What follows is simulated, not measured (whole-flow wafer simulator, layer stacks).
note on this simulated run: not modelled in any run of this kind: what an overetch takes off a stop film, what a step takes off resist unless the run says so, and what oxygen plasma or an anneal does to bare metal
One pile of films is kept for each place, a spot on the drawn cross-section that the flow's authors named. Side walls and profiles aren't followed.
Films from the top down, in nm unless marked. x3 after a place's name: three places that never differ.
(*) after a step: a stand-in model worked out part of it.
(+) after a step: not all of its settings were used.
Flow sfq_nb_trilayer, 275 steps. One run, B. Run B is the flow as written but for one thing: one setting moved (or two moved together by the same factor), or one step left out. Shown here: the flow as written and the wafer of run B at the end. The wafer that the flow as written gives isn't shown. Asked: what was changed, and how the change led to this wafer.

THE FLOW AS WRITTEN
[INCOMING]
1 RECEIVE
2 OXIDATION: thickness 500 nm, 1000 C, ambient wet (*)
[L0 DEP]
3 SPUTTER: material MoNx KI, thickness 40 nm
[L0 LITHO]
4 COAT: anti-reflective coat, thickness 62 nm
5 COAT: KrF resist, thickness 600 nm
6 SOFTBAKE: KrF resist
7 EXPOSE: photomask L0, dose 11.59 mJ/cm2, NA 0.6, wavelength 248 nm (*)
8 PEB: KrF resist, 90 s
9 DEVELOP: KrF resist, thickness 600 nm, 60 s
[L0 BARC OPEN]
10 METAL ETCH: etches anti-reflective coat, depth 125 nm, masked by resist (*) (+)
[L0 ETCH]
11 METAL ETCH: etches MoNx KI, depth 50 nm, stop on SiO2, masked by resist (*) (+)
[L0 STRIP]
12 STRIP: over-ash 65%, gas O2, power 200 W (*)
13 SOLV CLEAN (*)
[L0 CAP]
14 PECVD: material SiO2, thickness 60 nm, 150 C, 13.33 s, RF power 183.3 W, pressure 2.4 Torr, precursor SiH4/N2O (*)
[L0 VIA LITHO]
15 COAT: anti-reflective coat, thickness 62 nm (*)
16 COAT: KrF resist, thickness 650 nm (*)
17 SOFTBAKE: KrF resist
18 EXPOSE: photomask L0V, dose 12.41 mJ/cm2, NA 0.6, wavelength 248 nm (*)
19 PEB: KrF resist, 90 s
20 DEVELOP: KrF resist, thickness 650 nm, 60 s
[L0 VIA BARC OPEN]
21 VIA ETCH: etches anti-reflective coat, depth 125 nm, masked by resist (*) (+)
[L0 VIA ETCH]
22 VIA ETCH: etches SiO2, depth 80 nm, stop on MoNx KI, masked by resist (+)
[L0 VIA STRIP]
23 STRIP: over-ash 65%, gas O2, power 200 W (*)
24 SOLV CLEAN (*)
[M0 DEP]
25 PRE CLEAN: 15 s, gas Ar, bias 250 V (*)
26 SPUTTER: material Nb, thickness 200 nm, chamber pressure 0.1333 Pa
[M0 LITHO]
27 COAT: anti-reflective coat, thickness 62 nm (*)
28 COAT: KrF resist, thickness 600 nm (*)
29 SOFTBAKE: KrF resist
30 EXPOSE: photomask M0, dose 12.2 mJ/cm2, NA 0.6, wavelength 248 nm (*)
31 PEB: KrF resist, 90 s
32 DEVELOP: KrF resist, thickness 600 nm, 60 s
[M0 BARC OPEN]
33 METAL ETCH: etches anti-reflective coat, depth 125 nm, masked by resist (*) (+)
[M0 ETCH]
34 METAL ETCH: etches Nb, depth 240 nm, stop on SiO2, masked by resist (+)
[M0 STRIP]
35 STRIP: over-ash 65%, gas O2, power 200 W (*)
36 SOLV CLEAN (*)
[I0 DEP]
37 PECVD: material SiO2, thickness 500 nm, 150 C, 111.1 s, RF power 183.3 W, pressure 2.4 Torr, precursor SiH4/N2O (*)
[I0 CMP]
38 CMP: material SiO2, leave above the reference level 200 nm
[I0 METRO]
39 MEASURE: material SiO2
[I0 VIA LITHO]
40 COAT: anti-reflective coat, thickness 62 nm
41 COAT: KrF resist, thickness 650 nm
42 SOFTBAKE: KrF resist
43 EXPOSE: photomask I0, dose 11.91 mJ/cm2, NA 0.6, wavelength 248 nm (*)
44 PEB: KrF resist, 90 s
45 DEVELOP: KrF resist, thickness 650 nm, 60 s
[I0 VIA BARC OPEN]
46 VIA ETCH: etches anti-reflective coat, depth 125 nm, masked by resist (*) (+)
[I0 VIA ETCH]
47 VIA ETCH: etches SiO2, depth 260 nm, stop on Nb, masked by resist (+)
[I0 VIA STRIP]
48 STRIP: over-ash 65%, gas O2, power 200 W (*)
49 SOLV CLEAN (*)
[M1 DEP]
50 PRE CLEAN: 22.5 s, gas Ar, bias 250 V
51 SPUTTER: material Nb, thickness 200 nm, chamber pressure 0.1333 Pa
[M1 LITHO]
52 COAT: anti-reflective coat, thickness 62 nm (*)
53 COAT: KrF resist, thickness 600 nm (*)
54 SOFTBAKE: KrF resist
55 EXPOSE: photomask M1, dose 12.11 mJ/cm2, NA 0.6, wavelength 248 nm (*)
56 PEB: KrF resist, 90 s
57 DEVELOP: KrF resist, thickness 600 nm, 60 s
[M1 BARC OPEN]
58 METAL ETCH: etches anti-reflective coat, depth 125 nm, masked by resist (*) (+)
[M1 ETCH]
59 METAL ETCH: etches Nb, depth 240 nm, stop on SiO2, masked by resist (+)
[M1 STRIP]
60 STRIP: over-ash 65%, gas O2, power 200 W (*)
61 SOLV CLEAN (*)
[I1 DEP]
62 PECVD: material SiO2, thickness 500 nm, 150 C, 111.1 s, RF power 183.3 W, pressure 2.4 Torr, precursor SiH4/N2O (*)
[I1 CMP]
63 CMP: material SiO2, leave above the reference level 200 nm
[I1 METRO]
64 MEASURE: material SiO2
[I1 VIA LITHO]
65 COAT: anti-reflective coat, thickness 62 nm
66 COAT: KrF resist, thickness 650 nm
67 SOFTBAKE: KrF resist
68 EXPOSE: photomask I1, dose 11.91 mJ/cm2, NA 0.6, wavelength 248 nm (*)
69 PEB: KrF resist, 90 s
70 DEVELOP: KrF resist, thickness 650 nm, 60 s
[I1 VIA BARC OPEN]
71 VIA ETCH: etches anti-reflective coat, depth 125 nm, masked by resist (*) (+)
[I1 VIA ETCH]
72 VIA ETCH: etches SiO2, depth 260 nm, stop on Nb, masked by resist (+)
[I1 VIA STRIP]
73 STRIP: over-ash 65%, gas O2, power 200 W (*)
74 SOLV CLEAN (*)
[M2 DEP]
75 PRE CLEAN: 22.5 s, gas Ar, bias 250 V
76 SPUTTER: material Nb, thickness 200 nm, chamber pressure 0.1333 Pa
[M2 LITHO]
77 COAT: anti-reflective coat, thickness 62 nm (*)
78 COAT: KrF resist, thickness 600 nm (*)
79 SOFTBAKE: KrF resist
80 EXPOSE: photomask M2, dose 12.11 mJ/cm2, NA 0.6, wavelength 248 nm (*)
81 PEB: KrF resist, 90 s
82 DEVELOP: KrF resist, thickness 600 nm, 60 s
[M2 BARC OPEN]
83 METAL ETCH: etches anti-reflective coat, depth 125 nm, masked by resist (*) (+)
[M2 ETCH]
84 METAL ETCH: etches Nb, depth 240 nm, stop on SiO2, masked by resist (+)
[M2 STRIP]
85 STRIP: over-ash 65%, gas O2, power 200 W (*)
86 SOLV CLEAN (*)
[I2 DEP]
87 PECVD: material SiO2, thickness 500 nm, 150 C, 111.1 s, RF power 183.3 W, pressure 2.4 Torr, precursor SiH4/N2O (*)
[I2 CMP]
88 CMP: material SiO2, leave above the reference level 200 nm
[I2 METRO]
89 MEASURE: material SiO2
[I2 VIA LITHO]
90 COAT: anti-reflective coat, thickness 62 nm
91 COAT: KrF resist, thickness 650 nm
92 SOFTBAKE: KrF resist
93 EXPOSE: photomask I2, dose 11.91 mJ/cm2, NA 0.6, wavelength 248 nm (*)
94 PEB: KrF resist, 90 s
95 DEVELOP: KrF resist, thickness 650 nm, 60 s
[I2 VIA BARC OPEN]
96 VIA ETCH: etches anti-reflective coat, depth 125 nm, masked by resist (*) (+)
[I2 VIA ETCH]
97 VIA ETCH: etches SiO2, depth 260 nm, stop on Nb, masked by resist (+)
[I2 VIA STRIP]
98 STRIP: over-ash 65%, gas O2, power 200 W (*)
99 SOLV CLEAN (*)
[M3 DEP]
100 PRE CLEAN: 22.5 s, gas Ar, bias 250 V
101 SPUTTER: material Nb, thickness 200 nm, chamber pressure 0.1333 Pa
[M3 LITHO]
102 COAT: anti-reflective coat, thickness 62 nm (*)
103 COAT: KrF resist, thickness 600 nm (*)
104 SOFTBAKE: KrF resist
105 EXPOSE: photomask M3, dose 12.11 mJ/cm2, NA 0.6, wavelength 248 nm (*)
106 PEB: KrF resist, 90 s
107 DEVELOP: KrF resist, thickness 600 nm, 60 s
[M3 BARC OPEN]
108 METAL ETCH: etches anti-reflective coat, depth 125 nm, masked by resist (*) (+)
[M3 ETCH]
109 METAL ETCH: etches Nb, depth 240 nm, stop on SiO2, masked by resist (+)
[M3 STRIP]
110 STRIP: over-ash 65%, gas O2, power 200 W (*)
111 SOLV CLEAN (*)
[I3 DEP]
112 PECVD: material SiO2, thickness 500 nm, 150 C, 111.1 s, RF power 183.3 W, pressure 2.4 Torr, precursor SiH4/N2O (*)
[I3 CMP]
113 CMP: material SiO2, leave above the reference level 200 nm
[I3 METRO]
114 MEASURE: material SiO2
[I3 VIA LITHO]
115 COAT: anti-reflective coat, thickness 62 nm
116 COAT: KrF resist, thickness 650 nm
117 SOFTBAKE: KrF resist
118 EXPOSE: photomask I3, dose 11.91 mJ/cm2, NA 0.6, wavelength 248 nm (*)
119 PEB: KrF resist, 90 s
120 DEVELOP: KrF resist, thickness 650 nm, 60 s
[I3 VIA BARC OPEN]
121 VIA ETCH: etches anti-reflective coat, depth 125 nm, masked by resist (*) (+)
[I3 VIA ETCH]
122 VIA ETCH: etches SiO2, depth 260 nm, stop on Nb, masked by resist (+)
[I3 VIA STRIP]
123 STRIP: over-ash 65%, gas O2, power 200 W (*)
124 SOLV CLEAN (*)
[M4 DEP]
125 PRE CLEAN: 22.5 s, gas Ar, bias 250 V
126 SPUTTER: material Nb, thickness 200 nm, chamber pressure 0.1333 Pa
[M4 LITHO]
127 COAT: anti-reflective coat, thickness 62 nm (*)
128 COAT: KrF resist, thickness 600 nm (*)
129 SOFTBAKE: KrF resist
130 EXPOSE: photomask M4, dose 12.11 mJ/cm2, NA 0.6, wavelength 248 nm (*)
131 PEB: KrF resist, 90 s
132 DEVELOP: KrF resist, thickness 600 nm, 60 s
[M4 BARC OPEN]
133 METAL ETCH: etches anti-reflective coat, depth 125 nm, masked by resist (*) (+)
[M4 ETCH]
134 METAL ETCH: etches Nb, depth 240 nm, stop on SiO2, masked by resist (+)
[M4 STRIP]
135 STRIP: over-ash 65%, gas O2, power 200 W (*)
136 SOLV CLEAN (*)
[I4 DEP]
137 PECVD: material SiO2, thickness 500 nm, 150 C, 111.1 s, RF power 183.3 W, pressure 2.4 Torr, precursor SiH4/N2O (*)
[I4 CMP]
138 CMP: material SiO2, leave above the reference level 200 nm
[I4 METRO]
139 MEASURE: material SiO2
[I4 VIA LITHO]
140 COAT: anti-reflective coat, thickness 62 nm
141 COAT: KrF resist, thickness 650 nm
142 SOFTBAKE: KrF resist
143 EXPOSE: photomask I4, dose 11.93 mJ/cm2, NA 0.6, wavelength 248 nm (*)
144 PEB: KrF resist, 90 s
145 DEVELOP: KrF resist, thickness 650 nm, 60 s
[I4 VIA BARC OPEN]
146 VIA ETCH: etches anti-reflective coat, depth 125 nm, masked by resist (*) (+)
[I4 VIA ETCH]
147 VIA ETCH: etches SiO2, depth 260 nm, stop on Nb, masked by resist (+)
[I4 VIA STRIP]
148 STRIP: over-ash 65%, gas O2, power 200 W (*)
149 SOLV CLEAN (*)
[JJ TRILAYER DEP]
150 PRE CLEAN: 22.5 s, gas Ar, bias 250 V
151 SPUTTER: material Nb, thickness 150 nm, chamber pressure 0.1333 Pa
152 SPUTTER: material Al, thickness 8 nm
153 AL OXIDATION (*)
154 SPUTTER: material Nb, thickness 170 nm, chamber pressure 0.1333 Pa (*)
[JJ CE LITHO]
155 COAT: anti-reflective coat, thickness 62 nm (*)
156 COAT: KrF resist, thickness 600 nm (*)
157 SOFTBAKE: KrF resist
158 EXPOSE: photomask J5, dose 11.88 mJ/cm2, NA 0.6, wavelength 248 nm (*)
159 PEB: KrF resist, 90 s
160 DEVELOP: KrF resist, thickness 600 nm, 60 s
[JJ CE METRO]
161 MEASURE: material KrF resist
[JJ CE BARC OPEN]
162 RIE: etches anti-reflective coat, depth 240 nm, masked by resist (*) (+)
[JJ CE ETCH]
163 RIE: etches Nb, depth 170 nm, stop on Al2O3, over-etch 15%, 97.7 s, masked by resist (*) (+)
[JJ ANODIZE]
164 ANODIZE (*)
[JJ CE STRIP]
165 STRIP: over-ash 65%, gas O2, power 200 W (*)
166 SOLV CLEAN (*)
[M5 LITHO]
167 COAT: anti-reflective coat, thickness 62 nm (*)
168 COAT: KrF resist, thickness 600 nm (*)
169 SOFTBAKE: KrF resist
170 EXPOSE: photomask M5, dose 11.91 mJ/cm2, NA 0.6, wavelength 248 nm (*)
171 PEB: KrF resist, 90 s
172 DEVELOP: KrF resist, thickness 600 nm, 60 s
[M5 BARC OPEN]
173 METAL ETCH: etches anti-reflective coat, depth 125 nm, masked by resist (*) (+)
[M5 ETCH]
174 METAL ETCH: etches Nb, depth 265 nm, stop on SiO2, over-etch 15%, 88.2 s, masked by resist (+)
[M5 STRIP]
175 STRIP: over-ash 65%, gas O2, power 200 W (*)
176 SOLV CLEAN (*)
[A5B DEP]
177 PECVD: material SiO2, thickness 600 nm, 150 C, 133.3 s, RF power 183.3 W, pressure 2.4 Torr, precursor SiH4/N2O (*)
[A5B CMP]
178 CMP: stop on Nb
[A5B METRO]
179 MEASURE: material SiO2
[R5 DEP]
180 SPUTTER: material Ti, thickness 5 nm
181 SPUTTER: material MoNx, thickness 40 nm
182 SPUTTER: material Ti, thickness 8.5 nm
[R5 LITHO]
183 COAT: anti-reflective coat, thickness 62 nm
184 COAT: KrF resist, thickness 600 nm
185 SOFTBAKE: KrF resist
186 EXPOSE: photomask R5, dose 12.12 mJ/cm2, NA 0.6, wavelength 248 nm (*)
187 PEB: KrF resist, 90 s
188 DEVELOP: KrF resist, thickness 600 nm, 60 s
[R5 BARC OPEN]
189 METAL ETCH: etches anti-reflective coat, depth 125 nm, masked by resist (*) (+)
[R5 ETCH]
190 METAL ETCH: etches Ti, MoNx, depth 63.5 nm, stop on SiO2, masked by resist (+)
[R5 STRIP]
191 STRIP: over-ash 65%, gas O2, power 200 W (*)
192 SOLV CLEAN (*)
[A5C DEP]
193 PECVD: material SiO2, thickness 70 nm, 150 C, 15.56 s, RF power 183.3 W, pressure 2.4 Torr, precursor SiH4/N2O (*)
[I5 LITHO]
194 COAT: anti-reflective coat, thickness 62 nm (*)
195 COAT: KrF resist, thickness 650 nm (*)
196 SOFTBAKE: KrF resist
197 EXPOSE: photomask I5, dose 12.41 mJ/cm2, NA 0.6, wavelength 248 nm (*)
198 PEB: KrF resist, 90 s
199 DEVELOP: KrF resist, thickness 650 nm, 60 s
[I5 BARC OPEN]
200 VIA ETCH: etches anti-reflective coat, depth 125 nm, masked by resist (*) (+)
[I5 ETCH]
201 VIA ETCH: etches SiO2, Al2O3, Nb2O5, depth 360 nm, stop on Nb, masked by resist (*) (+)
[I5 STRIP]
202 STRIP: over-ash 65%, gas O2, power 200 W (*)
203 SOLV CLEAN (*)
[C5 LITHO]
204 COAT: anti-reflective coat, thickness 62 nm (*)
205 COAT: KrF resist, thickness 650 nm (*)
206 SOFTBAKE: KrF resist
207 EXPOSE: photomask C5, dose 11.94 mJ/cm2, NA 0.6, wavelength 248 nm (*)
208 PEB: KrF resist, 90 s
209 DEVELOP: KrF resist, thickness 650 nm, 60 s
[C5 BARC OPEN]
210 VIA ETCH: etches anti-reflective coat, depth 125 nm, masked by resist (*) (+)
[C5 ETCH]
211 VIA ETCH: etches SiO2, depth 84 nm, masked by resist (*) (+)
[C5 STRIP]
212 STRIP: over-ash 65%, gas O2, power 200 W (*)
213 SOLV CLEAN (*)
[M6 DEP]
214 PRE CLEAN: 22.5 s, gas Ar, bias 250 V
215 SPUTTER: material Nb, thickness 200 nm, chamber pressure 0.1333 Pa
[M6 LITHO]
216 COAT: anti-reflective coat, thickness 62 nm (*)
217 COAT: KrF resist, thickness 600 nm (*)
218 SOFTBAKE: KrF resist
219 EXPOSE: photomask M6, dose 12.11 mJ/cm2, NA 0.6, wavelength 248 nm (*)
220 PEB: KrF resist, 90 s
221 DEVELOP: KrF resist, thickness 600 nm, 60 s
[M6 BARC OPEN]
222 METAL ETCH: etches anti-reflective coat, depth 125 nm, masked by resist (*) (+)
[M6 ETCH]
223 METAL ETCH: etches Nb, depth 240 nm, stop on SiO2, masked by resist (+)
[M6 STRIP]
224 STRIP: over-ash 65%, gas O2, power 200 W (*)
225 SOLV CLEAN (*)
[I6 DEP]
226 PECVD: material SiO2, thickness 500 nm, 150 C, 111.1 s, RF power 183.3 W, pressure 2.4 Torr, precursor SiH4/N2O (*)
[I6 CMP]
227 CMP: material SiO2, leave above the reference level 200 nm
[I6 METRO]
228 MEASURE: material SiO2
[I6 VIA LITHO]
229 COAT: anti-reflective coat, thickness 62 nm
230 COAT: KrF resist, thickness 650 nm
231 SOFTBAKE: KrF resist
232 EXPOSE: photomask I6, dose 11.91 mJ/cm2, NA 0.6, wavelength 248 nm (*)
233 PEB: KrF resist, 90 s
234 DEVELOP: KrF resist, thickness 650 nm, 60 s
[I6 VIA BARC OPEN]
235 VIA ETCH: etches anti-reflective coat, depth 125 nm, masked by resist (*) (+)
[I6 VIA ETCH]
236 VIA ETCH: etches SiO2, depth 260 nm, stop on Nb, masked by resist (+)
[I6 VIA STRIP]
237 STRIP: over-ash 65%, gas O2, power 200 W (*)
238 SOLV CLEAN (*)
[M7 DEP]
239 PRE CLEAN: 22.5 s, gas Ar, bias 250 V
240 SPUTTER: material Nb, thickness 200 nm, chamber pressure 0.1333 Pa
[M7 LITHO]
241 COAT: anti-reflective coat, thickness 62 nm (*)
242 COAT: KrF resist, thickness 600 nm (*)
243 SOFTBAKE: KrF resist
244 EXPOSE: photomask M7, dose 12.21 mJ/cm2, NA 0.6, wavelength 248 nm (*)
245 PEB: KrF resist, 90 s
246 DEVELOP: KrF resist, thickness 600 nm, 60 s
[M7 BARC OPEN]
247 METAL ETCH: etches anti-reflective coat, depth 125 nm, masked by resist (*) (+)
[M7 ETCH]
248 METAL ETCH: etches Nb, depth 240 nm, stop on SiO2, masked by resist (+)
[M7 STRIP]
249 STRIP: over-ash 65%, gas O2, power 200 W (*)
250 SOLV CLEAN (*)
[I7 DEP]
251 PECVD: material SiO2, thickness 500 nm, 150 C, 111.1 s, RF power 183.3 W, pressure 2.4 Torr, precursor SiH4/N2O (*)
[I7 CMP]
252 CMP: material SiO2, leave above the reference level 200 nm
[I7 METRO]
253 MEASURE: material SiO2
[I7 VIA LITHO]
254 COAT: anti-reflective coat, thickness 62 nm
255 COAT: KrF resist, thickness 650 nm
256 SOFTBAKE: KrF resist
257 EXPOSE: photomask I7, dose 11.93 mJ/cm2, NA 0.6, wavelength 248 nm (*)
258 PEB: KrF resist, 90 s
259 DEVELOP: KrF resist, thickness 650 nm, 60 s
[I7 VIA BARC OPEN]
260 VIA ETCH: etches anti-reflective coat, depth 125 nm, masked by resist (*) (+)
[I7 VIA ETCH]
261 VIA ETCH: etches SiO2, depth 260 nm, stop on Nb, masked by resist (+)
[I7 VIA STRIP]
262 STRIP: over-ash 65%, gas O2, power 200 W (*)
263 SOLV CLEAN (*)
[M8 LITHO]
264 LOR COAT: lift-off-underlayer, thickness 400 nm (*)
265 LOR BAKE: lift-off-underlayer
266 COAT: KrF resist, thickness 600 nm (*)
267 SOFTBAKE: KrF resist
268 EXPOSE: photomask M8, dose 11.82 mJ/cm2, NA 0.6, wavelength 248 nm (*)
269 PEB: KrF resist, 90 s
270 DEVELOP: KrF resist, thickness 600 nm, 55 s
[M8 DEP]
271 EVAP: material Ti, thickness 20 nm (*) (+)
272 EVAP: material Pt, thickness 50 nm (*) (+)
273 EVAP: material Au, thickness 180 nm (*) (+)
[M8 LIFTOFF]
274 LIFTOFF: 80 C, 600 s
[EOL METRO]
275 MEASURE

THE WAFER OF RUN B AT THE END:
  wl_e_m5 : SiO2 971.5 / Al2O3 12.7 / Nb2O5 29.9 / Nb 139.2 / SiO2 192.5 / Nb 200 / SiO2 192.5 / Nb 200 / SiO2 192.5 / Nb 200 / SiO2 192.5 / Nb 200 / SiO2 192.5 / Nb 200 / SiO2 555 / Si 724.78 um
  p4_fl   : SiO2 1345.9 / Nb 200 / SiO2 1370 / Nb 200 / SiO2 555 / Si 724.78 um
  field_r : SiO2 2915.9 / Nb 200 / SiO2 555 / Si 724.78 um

The cause: step 240, SPUTTER: thickness 170 nm was run, where the flow has thickness 200 nm.

How the change led to this, step by step:
  240 SPUTTER: material Nb, thickness 200 nm, chamber pressure 0.1333 Pa
      field_l, v_sur, via_wl and 102 more: Nb +170 (new film) (as written it would be: Nb +200 (new film))
      via_v: Nb +136.9 (as written it would be: Nb +161.1)
  248 METAL ETCH: etches Nb, depth 240 nm, stop on SiO2, masked by resist (+)
      field_l, field_r, lsp_l and 62 more: Nb -170 (all of it) (as written it would be: Nb -200 (all of it))
  251 PECVD: material SiO2, thickness 500 nm, 150 C, 111.1 s, RF power 183.3 W, pressure 2.4 Torr, precursor SiH4/N2O (*)
      m7r_space_l x2: SiO2 +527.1 (as written it would be: SiO2 +557.1)
  252 CMP: material SiO2, leave above the reference level 200 nm
      field_l, p4_fl, p4_fm and 56 more: SiO2 -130 (as written it would be: SiO2 -100)
      field_r, lsp_l: SiO2 -111 (as written it would be: SiO2 -77.7)
      (and at 2 more places)
